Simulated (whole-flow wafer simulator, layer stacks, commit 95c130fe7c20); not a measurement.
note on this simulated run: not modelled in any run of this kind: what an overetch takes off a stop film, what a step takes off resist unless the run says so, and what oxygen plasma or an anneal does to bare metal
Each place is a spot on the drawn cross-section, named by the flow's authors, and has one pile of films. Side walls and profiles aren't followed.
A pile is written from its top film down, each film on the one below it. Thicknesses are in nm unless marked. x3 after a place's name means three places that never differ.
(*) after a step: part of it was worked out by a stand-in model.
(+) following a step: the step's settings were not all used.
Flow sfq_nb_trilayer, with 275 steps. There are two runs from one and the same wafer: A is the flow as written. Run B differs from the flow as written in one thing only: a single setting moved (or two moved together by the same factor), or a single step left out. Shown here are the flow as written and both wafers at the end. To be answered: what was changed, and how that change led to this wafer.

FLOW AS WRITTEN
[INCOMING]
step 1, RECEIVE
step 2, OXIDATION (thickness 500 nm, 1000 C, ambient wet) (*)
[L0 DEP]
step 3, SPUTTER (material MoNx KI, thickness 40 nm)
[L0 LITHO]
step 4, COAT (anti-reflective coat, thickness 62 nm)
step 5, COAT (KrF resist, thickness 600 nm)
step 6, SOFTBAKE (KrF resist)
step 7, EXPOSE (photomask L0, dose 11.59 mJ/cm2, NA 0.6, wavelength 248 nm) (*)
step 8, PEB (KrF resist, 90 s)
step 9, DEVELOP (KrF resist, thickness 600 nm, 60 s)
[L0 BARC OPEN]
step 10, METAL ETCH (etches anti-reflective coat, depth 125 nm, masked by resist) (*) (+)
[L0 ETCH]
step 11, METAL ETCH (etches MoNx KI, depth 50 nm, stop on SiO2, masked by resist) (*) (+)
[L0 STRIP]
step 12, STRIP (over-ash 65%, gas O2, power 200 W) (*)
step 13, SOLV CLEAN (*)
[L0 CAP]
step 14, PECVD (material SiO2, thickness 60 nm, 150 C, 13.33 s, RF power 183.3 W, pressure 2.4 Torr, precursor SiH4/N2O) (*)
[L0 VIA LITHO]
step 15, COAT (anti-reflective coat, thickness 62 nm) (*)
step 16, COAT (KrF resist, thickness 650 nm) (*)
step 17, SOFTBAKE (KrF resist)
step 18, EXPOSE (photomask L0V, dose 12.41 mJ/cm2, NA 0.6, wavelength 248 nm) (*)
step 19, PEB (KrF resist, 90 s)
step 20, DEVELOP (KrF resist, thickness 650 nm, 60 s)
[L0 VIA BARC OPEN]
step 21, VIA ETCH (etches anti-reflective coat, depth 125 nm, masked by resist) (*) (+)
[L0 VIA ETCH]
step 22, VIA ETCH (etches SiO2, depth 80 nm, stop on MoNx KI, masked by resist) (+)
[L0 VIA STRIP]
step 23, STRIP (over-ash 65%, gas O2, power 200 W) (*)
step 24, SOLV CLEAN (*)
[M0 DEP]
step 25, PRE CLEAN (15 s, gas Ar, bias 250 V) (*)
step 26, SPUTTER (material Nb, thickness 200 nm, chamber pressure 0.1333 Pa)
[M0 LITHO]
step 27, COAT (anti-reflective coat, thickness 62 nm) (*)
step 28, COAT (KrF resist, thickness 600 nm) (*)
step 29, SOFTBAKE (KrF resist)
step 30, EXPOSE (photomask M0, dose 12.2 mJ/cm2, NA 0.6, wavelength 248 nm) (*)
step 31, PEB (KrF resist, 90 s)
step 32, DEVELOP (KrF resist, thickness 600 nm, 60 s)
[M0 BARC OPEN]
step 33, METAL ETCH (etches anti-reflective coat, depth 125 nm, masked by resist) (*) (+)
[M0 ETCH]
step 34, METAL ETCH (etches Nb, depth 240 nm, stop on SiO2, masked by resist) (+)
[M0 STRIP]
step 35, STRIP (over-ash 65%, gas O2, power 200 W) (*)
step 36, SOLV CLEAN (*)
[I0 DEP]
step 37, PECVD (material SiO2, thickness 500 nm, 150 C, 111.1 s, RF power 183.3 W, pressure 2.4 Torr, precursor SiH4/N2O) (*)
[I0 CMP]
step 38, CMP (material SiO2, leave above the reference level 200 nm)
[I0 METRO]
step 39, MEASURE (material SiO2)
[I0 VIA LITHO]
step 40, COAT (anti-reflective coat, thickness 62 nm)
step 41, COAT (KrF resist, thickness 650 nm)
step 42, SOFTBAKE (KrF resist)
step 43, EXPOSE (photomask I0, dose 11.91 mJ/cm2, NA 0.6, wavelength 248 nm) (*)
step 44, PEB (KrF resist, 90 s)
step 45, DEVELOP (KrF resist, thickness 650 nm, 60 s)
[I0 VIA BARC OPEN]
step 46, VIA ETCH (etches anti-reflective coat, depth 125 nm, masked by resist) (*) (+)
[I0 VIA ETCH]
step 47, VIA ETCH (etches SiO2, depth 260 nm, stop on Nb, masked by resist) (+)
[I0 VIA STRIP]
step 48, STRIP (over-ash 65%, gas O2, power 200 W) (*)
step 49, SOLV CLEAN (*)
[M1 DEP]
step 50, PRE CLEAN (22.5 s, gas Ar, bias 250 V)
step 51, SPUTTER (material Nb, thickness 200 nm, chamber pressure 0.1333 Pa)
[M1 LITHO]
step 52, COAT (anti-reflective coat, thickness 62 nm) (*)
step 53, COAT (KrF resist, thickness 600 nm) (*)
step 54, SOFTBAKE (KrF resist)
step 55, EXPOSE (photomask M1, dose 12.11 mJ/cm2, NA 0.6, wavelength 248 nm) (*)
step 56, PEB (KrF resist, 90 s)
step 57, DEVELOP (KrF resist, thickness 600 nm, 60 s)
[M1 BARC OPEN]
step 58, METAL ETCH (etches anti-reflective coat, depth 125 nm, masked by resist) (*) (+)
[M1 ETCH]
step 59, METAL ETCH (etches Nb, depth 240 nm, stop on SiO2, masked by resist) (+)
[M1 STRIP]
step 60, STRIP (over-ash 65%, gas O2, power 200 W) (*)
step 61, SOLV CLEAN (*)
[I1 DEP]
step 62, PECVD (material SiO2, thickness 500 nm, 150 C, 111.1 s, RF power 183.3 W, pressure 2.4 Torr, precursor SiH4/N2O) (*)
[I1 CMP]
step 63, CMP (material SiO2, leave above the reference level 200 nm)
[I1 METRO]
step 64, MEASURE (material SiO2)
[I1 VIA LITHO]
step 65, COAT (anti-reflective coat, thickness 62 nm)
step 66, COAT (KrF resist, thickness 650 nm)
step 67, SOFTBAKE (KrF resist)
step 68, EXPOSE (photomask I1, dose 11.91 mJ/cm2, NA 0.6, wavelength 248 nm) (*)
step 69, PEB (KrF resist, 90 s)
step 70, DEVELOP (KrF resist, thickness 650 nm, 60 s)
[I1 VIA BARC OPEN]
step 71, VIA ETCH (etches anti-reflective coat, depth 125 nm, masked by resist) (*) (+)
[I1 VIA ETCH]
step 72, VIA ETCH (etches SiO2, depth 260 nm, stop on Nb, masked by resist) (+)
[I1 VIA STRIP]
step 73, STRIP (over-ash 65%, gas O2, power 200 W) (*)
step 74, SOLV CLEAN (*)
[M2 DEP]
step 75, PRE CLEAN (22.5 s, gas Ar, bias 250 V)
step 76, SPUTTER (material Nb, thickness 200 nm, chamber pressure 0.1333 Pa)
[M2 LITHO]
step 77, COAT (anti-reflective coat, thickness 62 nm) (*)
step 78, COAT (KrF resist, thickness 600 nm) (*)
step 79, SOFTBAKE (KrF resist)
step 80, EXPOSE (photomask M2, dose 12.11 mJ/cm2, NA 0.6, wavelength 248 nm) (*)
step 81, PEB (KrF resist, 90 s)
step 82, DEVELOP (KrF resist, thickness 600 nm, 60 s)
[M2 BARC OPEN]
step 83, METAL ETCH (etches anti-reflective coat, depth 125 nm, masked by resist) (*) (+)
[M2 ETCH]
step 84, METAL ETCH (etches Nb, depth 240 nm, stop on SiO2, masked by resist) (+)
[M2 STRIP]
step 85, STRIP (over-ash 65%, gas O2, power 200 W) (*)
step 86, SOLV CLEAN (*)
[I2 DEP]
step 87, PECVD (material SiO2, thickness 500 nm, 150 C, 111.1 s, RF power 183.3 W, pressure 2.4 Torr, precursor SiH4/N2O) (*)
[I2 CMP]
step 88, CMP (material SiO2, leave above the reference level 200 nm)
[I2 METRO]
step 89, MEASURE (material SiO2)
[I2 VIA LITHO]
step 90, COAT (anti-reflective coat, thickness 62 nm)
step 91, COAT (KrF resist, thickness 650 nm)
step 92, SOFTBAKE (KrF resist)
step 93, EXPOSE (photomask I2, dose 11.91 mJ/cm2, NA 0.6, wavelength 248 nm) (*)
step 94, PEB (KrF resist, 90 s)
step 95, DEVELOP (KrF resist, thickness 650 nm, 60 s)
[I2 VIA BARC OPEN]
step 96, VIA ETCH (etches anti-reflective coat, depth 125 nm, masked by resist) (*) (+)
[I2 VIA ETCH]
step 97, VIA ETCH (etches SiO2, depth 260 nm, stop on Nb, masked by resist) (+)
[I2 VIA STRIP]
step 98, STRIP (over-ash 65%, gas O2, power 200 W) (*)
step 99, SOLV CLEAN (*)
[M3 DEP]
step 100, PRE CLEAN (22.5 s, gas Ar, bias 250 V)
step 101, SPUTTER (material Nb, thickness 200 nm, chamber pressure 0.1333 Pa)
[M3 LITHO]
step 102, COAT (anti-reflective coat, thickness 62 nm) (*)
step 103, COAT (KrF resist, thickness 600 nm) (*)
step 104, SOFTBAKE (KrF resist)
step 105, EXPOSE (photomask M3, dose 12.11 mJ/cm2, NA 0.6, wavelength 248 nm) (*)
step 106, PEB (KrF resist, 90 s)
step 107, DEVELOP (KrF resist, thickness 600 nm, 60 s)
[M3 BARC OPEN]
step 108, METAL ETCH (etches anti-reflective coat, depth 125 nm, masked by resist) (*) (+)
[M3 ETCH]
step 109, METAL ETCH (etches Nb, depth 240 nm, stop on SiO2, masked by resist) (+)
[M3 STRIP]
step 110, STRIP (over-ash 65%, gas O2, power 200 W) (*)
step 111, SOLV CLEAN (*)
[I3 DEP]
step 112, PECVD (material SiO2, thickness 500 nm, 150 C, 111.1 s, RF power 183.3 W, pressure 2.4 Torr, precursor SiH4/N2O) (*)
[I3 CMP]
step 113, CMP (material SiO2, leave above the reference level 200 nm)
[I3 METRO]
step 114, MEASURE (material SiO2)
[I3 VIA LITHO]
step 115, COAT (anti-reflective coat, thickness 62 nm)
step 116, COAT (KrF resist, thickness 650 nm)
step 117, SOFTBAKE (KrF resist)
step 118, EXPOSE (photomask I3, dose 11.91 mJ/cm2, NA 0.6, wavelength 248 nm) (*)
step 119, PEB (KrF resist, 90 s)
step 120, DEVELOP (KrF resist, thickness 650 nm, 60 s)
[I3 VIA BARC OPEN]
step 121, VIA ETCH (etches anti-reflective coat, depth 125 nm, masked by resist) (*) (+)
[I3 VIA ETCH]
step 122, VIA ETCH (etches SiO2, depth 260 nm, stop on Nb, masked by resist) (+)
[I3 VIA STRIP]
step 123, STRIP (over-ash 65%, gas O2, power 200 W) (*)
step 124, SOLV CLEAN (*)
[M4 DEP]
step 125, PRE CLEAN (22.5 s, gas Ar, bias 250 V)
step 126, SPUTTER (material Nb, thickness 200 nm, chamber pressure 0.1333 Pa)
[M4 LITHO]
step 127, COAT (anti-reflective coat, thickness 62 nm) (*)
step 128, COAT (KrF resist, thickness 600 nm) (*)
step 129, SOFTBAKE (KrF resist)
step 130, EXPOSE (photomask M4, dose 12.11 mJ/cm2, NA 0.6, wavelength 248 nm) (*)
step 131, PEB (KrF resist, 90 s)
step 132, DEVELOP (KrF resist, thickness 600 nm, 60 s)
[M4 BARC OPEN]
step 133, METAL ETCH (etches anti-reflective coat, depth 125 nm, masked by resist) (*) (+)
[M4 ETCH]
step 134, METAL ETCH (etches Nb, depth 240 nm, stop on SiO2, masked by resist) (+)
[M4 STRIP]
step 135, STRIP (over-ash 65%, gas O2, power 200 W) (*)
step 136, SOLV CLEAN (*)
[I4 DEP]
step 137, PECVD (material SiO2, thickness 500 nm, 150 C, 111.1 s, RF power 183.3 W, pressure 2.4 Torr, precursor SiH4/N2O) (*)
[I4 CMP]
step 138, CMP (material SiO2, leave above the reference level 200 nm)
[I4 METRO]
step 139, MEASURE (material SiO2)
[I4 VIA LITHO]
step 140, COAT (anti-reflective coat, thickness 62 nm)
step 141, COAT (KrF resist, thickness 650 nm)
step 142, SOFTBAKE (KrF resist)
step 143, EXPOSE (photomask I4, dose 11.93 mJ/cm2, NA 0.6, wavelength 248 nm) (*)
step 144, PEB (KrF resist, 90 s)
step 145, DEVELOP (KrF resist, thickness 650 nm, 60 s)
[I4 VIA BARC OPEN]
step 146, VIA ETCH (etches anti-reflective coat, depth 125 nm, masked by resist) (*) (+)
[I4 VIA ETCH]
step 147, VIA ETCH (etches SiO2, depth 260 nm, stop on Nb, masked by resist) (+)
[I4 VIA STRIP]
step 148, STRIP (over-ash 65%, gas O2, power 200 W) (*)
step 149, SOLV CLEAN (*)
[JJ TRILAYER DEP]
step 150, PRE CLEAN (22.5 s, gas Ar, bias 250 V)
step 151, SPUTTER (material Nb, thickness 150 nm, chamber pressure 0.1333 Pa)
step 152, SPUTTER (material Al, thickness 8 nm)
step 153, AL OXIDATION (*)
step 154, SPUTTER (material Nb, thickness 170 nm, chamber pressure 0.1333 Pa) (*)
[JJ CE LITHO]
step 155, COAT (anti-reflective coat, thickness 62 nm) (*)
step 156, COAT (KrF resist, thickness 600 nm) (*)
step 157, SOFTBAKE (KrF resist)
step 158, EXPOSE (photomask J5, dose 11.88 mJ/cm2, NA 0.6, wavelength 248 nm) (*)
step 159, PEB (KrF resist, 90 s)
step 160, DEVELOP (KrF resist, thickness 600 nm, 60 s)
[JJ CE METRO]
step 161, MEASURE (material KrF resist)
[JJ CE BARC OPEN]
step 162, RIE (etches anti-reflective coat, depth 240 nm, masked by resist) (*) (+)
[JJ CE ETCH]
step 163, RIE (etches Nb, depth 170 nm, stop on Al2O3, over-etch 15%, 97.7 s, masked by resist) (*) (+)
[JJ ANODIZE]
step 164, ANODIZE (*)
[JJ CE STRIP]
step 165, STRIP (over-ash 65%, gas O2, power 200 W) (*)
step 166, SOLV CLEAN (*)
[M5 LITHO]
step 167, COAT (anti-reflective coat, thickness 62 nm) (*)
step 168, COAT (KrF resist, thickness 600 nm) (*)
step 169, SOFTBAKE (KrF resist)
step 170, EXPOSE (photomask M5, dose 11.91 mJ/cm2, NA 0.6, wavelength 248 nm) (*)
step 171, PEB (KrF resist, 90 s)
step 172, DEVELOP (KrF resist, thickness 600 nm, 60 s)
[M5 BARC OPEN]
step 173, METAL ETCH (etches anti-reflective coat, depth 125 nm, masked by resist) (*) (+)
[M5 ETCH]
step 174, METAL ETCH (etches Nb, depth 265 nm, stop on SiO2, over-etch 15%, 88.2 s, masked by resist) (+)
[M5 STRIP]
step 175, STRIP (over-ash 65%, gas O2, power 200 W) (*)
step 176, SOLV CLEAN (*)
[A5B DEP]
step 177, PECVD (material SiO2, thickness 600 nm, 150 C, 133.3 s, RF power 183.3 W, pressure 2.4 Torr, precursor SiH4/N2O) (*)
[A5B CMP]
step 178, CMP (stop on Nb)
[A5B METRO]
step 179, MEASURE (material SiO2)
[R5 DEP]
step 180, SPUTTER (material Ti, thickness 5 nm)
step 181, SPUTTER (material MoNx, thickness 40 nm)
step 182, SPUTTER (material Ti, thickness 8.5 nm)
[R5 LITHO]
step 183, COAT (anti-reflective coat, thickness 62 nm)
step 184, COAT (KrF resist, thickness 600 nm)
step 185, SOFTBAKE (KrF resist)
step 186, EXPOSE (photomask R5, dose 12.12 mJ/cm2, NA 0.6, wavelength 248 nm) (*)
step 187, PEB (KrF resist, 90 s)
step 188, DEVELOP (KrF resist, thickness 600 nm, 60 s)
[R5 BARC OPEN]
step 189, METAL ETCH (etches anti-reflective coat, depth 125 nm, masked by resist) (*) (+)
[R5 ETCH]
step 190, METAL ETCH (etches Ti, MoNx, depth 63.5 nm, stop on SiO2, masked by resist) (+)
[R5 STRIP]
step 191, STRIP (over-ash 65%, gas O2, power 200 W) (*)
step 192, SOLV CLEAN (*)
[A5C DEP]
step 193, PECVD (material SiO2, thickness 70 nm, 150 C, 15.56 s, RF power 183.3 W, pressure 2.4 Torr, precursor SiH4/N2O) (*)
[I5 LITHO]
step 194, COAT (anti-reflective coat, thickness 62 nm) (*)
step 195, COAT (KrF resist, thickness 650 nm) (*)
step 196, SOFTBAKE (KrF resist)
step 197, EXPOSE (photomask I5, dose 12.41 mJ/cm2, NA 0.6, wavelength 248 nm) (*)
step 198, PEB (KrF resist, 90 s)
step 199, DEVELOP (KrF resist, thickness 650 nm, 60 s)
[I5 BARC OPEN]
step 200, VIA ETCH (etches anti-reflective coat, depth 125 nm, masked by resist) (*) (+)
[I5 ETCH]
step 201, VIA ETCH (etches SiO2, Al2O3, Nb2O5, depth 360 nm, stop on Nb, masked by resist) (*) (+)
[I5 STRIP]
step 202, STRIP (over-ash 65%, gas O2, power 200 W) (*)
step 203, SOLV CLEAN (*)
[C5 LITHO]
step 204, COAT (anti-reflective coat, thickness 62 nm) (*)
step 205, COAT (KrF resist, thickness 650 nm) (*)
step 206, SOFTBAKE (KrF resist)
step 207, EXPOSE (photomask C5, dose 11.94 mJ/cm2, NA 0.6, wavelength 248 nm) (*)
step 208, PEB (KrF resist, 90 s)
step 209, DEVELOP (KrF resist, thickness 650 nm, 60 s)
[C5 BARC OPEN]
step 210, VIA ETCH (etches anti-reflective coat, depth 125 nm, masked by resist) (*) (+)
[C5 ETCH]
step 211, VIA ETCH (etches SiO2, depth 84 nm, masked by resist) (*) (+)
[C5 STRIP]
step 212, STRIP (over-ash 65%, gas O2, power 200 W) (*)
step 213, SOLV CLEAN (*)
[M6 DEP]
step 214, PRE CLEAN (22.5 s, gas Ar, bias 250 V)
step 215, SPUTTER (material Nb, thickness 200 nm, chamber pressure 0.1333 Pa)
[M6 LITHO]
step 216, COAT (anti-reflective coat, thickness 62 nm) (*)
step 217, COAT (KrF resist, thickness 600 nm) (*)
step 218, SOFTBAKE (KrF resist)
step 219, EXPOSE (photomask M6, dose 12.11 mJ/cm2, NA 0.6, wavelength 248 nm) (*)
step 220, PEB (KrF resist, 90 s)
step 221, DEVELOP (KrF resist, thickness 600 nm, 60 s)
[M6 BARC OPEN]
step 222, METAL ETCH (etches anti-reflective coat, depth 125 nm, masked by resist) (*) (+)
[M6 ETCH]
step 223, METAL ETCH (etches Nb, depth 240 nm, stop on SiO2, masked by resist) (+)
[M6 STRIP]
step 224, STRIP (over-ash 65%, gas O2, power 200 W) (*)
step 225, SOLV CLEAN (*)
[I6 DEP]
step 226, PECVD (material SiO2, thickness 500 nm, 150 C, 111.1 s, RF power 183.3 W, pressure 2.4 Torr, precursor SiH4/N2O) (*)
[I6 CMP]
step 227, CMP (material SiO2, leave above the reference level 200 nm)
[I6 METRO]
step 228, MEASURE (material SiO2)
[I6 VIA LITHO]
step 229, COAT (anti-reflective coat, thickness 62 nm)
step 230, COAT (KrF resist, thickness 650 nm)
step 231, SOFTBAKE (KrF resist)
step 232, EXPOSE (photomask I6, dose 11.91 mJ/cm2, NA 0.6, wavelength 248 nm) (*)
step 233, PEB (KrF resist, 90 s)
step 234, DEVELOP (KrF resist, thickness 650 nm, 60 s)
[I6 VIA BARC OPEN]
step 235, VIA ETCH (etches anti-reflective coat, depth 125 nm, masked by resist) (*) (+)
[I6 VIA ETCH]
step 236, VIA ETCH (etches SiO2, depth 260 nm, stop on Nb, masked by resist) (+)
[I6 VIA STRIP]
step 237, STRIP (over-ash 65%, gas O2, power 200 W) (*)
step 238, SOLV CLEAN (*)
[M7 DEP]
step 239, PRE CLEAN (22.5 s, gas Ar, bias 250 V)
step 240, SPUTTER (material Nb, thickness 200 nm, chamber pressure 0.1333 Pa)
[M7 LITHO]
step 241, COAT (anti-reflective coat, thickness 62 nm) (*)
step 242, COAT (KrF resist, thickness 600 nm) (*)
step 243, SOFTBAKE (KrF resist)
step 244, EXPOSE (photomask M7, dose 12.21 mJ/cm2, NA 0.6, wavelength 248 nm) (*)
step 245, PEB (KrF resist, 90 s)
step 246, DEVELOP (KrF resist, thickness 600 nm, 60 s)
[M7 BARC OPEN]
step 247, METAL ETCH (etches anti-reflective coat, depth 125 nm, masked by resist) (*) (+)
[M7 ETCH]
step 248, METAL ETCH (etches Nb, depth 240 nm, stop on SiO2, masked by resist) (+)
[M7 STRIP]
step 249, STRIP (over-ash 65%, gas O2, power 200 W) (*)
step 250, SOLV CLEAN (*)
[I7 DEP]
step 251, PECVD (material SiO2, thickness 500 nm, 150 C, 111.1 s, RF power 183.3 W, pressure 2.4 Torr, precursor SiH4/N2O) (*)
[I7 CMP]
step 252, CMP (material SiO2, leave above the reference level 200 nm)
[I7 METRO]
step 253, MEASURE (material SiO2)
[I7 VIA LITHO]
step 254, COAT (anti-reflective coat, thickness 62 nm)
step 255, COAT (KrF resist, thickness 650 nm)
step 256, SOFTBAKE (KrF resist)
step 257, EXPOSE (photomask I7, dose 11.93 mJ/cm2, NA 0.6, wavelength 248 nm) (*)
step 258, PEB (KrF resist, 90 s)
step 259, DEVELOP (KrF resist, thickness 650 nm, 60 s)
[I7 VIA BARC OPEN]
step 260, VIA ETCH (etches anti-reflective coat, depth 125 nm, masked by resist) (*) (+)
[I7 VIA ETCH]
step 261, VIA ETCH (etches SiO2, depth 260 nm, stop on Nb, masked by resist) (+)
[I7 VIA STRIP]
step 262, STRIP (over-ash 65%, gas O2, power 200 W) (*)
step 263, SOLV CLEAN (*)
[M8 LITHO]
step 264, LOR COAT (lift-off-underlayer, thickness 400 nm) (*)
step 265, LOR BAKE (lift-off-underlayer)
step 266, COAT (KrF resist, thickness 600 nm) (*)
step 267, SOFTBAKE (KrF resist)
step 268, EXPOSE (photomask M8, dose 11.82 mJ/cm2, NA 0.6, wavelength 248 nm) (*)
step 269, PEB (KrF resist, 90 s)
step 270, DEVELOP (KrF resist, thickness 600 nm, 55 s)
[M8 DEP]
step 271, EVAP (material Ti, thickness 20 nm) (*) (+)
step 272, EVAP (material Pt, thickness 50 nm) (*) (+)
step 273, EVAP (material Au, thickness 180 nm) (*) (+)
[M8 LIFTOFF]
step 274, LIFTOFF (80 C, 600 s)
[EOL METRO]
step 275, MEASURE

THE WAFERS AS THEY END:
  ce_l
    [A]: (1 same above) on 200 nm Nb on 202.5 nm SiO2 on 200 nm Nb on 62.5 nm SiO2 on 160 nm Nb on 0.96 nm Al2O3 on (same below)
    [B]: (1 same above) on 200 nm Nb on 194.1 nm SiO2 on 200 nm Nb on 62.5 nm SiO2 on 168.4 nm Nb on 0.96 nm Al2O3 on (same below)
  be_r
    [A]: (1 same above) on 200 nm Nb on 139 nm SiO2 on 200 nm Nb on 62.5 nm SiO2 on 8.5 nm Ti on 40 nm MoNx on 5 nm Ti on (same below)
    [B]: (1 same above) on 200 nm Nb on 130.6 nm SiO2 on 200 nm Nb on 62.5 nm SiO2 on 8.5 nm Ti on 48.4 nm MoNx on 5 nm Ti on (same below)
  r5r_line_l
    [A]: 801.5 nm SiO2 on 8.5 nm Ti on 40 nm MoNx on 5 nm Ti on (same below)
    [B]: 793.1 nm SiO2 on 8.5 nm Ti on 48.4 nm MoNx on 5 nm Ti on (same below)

What caused this: step 181, SPUTTER: thickness 48.4 nm was run, while the flow as written has thickness 40 nm.
The wafer lets one read it off: be_r has MoNx 48.4, and step 181 as written asks for 40 nm.

Step by step, how the change led to this:
  step 181, SPUTTER (material MoNx, thickness 40 nm)
      field_l, v_sur, via_wl and 103 more: A MoNx gains 40 (new film) | B MoNx gains 48.4 (new film)
  step 190, METAL ETCH (etches Ti, MoNx, depth 63.5 nm, stop on SiO2, masked by resist) (+)
      field_l, v_sur, via_wl and 92 more: A Ti loses 8.5 (all of it), MoNx loses 40 (all of it), Ti loses 5 (all of it) | B Ti loses 8.5 (all of it), MoNx loses 48.4 (all of it), Ti loses 5 (all of it)
      ce_l, c5j, ce_r, wl_jj: A Ti loses 8.5 (all of it), MoNx loses 40 (all of it), Ti loses 5 (all of it), Nb loses 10 | B Ti loses 8.5 (all of it), MoNx loses 48.4 (all of it), Ti loses 5 (all of it), Nb loses 1.6
  step 194, COAT (anti-reflective coat, thickness 62 nm) (*)
      wl_j_sl, wl_j_sr: A anti-reflective coat gains 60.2 (new film) | B anti-reflective coat gains 61.7 (new film)
      r5r_spacepad_l, r5r_spacepad_r: A anti-reflective coat gains 84.4 (new film) | B anti-reflective coat gains 88 (new film)
      (also at 11 further places)
  step 202, STRIP (over-ash 65%, gas O2, power 200 W) (*)
      wl_j_sl, wl_j_sr: A KrF resist loses 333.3 (all of it), anti-reflective coat loses 60.2 (all of it) | B KrF resist loses 333.1 (all of it), anti-reflective coat loses 61.7 (all of it)
      r5r_spacepad_l, r5r_spacepad_r: A KrF resist loses 335.6 (all of it), anti-reflective coat loses 84.4 (all of it) | B KrF resist loses 335.9 (all of it), anti-reflective coat loses 88 (all of it)
      (also at 11 further places)
  step 204, COAT (anti-reflective coat, thickness 62 nm) (*)
      wl_j_sl, wl_j_sr: A anti-reflective coat gains 60.2 (new film) | B anti-reflective coat gains 61.7 (new film)
      r5r_spacepad_l, r5r_spacepad_r: A anti-reflective coat gains 84.4 (new film) | B anti-reflective coat gains 88 (new film)
      (also at 11 further places)
  step 210, VIA ETCH (etches anti-reflective coat, depth 125 nm, masked by resist) (*) (+)
      c5j: A anti-reflective coat loses 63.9 (all of it), SiO2 loses 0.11 | B anti-reflective coat loses 61.7 (all of it), SiO2 loses 0.11
  step 212, STRIP (over-ash 65%, gas O2, power 200 W) (*)
      wl_j_sl, wl_j_sr: A KrF resist loses 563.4 (all of it), anti-reflective coat loses 60.2 (all of it) | B KrF resist loses 563.9 (all of it), anti-reflective coat loses 61.7 (all of it)
      r5r_spacepad_l, r5r_spacepad_r: A KrF resist loses 565.8 (all of it), anti-reflective coat loses 84.4 (all of it) | B KrF resist loses 566.7 (all of it), anti-reflective coat loses 88 (all of it)
      (also at 10 further places)
  step 216, COAT (anti-reflective coat, thickness 62 nm) (*)
      wl_j_sl, wl_j_sr: A anti-reflective coat gains 60.2 (new film) | B anti-reflective coat gains 61.7 (new film)
      r5r_line_l, r5r_line_c: A anti-reflective coat gains 50 (new film) | B anti-reflective coat gains 48.9 (new film)
      (also at 9 further places)
  step 222, METAL ETCH (etches anti-reflective coat, depth 125 nm, masked by resist) (*) (+)
      r5r_line_l, r5r_line_c: A anti-reflective coat loses 50 (all of it) | B anti-reflective coat loses 48.9 (all of it)
      r5r_spacepad_l, r5r_spacepad_r: A anti-reflective coat loses 85.7 (all of it) | B anti-reflective coat loses 89.9 (all of it)
      (also at 2 further places)
  step 224, STRIP (over-ash 65%, gas O2, power 200 W) (*)
      wl_j_sl, wl_j_sr: A KrF resist loses 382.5 (all of it), anti-reflective coat loses 60.2 (all of it) | B KrF resist loses 382.4 (all of it), anti-reflective coat loses 61.7 (all of it)
      jj_sur: A KrF resist loses 378.5 (all of it), anti-reflective coat loses 56.1 (all of it) | B KrF resist loses 378.6 (all of it), anti-reflective coat loses 58.2 (all of it)
      (also at 4 further places)
  step 227, CMP (material SiO2, leave above the reference level 200 nm)
      r5r_line_l, r5r_spacepad_l, r5r_spacepad_r, r5r_line_c, r5r_line_r: A SiO2 loses 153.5 | B SiO2 loses 161.9
      ce_l, ce_r, wl_jj: A SiO2 loses 290 | B SiO2 loses 298.4
      (also at 5 further places)
